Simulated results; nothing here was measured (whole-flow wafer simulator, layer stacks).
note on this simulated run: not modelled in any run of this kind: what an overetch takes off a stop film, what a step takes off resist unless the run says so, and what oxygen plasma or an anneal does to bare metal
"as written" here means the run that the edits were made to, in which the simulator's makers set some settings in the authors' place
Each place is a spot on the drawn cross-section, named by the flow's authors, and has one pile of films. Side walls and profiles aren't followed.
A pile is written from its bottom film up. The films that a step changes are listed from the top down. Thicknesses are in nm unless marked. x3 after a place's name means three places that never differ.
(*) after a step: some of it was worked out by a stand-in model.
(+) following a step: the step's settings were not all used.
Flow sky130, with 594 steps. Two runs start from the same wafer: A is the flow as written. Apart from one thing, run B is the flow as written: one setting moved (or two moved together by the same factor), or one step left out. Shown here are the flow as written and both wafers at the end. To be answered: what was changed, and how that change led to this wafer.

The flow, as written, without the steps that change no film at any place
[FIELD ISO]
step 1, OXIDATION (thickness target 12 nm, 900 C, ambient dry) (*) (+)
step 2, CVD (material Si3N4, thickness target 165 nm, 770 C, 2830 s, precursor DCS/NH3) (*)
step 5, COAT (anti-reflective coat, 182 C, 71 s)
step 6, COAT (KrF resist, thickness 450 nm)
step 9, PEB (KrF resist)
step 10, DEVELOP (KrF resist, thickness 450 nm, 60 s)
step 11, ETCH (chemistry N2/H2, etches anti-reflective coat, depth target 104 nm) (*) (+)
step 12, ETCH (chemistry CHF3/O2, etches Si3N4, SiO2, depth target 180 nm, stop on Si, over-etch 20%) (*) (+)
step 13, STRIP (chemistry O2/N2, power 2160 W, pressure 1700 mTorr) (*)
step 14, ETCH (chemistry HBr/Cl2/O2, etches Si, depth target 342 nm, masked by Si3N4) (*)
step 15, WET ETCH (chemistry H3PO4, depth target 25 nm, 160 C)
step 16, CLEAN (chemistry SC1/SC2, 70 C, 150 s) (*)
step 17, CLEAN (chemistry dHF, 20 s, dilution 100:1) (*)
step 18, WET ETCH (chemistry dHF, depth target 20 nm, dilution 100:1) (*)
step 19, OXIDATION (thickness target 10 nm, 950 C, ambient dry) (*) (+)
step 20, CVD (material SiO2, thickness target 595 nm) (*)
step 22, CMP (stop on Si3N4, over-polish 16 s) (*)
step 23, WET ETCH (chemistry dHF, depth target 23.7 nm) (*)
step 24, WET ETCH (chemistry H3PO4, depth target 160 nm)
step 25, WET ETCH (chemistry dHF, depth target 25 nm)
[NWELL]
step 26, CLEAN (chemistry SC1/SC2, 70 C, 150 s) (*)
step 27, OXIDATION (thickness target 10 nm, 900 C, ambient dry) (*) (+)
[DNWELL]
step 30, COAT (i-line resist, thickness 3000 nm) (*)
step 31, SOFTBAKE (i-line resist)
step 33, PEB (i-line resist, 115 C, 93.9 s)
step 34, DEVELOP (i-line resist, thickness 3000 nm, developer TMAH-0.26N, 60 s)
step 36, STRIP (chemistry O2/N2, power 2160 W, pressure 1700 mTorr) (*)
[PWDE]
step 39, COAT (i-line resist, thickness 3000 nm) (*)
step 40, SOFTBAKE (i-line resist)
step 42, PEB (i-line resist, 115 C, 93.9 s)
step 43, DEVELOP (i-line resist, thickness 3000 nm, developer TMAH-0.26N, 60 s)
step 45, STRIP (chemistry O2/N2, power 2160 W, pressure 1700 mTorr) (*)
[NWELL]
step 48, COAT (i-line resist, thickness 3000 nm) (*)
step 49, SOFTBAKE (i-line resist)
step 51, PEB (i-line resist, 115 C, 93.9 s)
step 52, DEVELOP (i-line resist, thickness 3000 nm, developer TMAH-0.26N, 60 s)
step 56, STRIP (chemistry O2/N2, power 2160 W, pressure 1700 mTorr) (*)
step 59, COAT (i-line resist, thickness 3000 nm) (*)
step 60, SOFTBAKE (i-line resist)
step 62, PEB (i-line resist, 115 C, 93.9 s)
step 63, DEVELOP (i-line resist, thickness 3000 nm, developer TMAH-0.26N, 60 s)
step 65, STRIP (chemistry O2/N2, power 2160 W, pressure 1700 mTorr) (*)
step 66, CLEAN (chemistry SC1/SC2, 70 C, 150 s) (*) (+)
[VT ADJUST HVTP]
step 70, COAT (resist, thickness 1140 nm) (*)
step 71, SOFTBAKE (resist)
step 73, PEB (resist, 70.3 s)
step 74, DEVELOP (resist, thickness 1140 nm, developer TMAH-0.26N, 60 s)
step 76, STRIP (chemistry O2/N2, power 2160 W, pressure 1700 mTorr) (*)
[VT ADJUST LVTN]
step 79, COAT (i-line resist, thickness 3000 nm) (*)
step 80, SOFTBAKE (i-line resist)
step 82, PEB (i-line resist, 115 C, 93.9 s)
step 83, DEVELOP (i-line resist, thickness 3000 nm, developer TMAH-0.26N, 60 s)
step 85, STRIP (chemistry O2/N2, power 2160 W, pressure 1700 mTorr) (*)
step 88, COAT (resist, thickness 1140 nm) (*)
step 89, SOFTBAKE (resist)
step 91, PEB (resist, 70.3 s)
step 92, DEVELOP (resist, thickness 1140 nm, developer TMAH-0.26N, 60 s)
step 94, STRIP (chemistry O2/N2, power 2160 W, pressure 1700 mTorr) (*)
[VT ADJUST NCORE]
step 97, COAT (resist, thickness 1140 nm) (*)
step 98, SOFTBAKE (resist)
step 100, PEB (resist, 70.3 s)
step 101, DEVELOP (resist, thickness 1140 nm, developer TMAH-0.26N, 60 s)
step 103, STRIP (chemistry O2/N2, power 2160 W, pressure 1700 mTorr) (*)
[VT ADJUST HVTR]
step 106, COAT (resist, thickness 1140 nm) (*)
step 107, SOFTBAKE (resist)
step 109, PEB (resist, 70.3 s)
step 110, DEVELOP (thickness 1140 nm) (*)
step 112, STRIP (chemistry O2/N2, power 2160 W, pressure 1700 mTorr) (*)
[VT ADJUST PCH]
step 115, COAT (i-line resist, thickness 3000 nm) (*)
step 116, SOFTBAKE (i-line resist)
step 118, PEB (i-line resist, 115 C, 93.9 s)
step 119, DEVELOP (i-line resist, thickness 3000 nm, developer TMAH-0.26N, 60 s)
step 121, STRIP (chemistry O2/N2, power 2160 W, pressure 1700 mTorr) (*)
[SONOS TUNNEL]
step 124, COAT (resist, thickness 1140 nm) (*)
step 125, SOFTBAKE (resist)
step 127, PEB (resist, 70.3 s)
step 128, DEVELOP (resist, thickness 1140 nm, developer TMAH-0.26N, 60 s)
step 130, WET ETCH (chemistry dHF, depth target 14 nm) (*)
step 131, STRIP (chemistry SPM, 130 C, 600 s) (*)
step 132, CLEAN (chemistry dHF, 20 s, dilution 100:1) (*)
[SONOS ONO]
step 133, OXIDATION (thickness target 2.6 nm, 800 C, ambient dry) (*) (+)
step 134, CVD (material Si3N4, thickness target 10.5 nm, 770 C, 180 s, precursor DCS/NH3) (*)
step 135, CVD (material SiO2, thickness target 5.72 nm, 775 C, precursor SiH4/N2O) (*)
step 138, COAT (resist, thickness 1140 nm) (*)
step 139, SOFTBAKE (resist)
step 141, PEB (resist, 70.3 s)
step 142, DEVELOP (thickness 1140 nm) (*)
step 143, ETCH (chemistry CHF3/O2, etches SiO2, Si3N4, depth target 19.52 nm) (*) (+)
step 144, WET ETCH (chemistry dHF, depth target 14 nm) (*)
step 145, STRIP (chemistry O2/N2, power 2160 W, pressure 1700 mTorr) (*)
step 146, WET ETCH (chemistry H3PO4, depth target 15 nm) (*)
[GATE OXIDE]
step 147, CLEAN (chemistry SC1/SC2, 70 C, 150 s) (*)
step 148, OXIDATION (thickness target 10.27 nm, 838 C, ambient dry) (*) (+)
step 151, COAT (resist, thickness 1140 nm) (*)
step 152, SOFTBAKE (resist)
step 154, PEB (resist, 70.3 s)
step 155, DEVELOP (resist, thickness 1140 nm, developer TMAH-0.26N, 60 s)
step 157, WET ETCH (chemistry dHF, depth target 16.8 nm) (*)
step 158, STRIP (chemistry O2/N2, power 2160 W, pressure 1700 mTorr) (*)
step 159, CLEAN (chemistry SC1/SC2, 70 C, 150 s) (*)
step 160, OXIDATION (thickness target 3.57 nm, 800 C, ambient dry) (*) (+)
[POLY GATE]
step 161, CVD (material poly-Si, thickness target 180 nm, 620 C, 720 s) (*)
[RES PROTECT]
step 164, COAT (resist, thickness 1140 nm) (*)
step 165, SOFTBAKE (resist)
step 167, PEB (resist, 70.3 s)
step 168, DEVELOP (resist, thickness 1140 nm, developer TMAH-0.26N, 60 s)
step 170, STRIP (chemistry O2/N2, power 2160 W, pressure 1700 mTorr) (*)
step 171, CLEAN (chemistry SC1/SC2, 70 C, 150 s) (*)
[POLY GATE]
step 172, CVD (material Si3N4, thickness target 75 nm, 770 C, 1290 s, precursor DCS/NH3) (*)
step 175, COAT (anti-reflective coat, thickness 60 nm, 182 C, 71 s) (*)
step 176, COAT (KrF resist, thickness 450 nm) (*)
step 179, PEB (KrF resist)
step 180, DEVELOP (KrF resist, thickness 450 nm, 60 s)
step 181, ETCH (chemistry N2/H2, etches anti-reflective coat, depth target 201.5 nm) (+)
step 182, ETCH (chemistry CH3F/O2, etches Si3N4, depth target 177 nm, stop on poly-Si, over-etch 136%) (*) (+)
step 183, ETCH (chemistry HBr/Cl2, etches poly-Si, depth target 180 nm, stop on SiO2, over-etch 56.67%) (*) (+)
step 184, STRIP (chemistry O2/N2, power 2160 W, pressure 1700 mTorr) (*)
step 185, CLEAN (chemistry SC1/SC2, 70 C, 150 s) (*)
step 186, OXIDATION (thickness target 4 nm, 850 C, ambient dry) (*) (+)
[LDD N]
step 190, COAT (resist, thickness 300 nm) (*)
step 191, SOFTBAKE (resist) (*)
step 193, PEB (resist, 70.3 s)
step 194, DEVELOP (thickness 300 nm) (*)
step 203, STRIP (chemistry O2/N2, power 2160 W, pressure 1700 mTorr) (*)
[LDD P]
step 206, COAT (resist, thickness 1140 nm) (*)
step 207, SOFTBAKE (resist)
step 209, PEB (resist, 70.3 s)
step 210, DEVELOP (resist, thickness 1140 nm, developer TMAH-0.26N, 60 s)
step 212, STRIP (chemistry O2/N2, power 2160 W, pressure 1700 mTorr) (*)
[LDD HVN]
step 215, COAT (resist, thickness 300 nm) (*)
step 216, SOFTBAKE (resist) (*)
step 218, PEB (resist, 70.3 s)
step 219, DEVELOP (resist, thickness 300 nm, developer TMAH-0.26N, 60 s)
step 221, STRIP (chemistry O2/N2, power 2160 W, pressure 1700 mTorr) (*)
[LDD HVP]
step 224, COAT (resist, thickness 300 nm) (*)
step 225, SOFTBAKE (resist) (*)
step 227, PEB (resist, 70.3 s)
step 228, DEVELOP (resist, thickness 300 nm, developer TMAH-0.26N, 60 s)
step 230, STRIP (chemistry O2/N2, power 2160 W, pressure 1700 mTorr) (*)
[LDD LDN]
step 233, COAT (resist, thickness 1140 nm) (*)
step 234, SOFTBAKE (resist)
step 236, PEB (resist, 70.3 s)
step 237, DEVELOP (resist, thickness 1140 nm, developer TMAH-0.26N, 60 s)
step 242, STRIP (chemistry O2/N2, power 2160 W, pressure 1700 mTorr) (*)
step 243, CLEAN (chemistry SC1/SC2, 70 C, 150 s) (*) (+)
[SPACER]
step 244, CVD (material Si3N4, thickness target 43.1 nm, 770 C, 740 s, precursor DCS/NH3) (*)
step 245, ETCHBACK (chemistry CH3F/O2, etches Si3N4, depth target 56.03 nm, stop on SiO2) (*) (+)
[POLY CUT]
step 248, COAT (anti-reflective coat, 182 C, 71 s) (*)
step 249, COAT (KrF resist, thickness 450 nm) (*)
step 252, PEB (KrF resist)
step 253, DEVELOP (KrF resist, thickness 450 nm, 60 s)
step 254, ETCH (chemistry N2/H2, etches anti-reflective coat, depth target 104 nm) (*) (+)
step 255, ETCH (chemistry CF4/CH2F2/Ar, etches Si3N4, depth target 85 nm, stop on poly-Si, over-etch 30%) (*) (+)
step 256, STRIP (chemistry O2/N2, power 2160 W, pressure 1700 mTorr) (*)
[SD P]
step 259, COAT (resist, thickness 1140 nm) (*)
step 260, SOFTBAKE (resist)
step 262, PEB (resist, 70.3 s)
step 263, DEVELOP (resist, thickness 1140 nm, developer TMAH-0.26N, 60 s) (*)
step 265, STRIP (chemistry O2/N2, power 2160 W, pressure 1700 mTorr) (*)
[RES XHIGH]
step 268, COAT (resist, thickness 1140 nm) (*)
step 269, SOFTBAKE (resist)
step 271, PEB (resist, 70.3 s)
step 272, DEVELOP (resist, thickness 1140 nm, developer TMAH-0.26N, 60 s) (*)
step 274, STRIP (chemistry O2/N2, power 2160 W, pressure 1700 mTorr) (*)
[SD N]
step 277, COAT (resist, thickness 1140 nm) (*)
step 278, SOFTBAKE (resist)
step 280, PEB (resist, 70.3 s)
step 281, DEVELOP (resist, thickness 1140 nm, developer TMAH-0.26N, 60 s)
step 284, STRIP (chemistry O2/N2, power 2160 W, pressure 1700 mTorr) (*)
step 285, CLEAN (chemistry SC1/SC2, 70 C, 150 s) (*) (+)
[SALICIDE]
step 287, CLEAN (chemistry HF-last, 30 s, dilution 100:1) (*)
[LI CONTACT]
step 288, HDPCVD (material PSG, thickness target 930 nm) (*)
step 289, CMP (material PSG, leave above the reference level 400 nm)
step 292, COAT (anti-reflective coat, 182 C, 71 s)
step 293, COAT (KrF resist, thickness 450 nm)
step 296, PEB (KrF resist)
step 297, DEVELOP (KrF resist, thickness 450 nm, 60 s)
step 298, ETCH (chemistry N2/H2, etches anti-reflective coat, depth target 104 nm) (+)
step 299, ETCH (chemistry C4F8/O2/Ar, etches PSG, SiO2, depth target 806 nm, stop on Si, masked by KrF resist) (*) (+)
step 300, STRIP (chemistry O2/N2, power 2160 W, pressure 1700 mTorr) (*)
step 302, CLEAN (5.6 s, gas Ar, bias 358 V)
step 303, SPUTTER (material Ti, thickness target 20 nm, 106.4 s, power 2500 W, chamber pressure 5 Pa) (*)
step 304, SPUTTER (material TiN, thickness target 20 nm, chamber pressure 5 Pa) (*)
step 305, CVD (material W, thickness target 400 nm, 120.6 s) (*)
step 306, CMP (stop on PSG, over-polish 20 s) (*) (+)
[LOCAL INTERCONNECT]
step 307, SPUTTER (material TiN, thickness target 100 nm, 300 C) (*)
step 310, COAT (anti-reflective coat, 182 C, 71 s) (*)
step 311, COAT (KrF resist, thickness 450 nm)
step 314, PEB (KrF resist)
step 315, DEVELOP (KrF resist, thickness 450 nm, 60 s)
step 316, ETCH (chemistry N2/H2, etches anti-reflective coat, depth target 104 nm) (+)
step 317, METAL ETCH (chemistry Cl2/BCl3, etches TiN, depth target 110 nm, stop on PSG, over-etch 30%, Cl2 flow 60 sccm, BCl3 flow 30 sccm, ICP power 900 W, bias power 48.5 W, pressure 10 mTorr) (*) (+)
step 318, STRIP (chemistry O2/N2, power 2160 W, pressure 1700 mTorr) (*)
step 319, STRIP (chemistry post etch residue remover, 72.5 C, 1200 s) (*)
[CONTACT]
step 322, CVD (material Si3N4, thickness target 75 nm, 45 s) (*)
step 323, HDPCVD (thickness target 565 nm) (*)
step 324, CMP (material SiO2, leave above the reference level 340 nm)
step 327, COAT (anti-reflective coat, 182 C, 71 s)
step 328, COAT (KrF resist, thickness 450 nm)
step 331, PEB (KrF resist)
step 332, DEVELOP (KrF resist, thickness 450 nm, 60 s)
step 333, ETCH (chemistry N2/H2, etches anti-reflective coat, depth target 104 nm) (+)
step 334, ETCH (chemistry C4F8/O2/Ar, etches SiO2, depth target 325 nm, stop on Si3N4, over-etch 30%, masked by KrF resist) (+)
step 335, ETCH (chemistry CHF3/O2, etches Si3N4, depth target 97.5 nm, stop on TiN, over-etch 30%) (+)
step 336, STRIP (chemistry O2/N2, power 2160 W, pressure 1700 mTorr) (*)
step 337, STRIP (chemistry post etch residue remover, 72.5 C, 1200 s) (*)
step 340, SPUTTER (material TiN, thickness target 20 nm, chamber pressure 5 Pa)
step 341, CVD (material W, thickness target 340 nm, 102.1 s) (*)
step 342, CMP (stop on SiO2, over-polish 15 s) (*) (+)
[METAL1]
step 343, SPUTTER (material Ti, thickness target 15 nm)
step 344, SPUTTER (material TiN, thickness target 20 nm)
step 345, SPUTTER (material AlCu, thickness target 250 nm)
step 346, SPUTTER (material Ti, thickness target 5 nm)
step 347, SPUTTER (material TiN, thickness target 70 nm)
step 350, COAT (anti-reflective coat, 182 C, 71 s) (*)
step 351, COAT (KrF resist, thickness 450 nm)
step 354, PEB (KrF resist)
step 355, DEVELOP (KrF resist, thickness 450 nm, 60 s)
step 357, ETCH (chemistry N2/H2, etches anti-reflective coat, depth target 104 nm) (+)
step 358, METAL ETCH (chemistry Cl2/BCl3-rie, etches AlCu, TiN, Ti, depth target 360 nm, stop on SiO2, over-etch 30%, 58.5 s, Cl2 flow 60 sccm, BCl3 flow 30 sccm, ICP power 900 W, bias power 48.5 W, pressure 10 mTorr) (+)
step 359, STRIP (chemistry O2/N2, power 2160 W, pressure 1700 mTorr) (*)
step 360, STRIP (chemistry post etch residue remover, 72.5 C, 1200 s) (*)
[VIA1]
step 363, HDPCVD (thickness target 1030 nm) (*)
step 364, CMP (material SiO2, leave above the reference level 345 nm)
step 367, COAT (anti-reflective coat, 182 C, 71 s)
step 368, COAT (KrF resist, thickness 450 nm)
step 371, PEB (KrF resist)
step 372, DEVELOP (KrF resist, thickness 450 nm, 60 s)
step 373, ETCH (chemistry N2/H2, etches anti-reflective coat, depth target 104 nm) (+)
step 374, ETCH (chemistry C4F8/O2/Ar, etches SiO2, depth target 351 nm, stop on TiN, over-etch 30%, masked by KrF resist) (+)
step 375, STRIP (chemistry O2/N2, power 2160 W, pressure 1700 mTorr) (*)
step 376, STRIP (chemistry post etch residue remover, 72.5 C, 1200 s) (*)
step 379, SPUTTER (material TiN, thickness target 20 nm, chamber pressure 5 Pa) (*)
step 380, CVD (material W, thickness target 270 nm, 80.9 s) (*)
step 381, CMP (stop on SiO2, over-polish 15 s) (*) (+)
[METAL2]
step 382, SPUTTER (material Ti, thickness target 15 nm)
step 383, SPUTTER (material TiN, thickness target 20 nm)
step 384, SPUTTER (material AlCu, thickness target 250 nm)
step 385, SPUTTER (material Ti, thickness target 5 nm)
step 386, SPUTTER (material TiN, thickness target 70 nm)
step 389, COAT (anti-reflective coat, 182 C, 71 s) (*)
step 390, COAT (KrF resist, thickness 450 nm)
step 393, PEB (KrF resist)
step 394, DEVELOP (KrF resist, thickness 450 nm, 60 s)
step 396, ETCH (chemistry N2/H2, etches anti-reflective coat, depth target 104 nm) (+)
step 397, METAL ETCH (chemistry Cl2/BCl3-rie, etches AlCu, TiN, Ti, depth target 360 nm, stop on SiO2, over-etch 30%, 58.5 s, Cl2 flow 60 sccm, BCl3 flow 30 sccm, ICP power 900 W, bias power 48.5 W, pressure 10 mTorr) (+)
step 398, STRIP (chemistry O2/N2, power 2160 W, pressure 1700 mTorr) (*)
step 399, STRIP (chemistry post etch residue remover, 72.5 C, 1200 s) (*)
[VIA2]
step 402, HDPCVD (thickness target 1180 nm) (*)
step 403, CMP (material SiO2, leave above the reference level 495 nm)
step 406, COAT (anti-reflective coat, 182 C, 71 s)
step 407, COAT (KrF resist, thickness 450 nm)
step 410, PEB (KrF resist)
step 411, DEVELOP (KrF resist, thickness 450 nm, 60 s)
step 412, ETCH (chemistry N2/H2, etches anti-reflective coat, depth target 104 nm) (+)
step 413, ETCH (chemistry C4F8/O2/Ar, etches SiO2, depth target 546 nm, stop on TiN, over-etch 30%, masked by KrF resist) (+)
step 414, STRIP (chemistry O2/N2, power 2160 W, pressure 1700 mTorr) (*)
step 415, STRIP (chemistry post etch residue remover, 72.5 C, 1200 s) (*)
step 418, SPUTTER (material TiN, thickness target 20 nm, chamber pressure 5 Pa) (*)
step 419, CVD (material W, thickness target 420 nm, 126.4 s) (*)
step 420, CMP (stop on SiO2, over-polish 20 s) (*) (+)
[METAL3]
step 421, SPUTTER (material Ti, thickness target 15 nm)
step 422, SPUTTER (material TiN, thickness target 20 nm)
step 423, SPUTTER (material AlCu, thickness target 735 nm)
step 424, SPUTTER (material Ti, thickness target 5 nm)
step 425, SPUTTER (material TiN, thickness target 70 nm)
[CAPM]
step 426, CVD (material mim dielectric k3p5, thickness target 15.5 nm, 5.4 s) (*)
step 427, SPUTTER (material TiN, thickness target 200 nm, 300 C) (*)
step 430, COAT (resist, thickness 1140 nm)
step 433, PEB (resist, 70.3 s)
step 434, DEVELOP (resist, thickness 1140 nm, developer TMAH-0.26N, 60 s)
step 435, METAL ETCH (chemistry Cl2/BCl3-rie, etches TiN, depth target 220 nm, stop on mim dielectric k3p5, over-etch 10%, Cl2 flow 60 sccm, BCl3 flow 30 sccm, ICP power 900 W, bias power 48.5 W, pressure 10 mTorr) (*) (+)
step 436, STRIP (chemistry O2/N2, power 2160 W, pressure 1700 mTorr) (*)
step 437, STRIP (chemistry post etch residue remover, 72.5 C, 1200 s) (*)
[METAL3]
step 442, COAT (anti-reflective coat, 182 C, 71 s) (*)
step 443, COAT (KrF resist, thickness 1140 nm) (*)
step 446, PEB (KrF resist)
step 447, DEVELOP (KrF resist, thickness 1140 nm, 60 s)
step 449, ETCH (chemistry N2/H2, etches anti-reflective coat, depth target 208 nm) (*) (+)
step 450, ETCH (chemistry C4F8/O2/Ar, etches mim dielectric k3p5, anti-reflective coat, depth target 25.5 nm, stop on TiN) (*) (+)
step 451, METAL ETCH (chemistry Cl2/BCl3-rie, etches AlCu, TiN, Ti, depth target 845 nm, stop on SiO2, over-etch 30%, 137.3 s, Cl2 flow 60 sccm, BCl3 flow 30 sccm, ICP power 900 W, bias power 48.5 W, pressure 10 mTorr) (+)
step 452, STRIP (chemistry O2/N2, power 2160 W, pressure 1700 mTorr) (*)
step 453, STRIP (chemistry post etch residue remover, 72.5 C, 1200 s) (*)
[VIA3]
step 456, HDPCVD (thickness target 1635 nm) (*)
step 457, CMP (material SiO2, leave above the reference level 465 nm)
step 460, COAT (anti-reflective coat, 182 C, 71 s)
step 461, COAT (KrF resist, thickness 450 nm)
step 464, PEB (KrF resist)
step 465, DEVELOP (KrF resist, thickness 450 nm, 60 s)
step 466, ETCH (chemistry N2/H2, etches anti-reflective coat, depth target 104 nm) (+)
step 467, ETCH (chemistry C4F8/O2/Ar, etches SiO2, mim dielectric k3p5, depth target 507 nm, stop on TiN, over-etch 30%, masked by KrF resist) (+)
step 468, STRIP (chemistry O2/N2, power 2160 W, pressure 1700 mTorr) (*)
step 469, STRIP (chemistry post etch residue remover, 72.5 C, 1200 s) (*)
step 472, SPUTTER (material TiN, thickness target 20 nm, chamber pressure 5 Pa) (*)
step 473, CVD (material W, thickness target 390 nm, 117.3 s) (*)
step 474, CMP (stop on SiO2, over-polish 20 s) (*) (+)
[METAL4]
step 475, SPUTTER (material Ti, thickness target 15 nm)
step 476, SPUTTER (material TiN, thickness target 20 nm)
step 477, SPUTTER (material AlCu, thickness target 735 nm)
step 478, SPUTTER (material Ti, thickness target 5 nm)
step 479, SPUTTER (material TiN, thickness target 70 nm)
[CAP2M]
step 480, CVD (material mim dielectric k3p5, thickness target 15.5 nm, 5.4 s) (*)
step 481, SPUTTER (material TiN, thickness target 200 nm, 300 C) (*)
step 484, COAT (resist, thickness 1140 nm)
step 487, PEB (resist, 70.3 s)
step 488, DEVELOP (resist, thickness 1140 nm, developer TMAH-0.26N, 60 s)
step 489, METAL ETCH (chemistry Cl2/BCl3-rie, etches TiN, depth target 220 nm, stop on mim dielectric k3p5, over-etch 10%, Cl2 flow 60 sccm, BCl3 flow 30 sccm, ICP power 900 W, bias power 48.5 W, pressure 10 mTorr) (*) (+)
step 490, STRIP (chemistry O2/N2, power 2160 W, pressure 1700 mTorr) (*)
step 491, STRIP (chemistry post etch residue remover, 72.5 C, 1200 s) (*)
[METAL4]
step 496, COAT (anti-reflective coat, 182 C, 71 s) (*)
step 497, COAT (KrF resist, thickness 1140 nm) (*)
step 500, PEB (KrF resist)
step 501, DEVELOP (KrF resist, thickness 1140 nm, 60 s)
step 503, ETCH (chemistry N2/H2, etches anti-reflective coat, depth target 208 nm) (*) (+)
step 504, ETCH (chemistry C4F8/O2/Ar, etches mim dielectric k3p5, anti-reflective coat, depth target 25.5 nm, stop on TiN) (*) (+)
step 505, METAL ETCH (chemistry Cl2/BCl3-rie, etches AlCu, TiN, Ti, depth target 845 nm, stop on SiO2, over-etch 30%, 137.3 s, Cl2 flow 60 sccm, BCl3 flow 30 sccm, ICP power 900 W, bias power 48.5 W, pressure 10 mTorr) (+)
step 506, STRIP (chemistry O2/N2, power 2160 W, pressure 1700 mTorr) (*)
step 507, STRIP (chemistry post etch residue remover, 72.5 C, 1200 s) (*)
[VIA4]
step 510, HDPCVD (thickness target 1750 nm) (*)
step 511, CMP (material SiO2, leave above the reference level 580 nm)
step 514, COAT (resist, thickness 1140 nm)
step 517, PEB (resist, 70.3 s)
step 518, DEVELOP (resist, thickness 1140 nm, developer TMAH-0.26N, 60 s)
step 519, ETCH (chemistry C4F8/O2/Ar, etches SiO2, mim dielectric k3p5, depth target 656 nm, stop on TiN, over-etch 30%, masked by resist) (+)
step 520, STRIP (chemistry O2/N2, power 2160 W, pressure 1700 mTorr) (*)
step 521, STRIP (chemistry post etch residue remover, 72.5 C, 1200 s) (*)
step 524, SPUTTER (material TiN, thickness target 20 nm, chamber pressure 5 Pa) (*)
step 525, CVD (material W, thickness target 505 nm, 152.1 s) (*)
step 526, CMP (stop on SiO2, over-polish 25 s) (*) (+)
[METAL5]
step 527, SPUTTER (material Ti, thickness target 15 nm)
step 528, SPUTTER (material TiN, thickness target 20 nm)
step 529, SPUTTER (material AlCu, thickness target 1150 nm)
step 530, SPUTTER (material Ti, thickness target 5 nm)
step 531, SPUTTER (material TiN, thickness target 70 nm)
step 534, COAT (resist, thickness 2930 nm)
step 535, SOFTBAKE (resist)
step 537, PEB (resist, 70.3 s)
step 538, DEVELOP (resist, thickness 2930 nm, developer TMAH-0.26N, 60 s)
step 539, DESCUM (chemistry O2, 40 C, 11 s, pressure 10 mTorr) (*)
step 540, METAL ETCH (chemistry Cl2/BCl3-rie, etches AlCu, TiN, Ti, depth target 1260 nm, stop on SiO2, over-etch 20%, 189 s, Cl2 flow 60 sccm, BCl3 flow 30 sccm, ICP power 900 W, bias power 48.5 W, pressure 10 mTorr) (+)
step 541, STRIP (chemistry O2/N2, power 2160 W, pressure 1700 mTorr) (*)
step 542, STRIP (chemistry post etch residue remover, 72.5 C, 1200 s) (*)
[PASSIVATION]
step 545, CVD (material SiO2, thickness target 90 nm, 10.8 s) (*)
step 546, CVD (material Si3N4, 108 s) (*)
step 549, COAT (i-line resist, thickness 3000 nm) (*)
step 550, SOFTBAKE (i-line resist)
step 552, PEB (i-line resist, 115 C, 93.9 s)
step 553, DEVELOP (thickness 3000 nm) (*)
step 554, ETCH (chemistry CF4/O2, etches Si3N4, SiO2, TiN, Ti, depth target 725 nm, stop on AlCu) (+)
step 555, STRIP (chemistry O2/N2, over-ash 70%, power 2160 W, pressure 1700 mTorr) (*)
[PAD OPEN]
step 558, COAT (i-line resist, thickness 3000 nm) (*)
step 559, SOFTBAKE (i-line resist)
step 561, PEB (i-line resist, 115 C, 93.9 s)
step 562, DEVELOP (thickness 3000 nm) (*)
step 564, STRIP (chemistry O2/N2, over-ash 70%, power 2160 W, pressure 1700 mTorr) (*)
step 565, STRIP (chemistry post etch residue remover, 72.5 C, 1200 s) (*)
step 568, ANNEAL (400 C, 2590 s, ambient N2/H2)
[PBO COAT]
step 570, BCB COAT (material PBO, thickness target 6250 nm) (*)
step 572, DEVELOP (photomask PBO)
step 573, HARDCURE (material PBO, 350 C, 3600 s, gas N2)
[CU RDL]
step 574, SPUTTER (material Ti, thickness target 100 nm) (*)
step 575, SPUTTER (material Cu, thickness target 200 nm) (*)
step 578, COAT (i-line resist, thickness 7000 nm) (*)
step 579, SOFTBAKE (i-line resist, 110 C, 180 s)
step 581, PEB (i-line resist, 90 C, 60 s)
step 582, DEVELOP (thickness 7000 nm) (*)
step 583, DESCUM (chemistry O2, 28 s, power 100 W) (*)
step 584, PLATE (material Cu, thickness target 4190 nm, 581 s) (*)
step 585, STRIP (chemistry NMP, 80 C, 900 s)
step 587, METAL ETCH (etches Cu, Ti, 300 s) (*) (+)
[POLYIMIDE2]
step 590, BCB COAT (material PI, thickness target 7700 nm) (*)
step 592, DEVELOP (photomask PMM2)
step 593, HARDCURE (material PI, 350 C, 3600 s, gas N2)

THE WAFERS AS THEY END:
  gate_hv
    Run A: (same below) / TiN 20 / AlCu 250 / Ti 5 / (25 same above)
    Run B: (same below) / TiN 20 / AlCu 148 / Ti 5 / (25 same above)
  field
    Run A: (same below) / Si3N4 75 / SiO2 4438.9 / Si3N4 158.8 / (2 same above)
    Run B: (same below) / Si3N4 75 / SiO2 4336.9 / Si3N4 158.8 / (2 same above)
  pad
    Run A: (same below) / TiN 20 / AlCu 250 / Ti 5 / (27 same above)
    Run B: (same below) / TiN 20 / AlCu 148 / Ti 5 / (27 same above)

The reason: step 345, SPUTTER: thickness target 148 nm was run, while the flow as written has thickness target 250 nm.
The wafer itself shows it: gate_hv has AlCu 148, and step 345 as written asks for 250 nm.

The path from the change to this, step by step:
  step 345, SPUTTER (material AlCu, thickness target 250 nm)
      field, active, n_well and 188 more: A +250 AlCu (new film) | B +148 AlCu (new film)
  step 358, METAL ETCH (chemistry Cl2/BCl3-rie, etches AlCu, TiN, Ti, depth target 360 nm, stop on SiO2, over-etch 30%, 58.5 s, Cl2 flow 60 sccm, BCl3 flow 30 sccm, ICP power 900 W, bias power 48.5 W, pressure 10 mTorr) (+)
      field, active, gate and 81 more: A -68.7 TiN (all of it), -5 Ti (all of it), -250 AlCu (all of it), -20 TiN (all of it), -15 Ti (all of it), -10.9 SiO2 | B -68.7 TiN (all of it), -5 Ti (all of it), -148 AlCu (all of it), -20 TiN (all of it), -15 Ti (all of it), -21.1 SiO2
  step 364, CMP (material SiO2, leave above the reference level 345 nm)
      field, active, gate and 81 more: A -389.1 SiO2 | B -480.9 SiO2
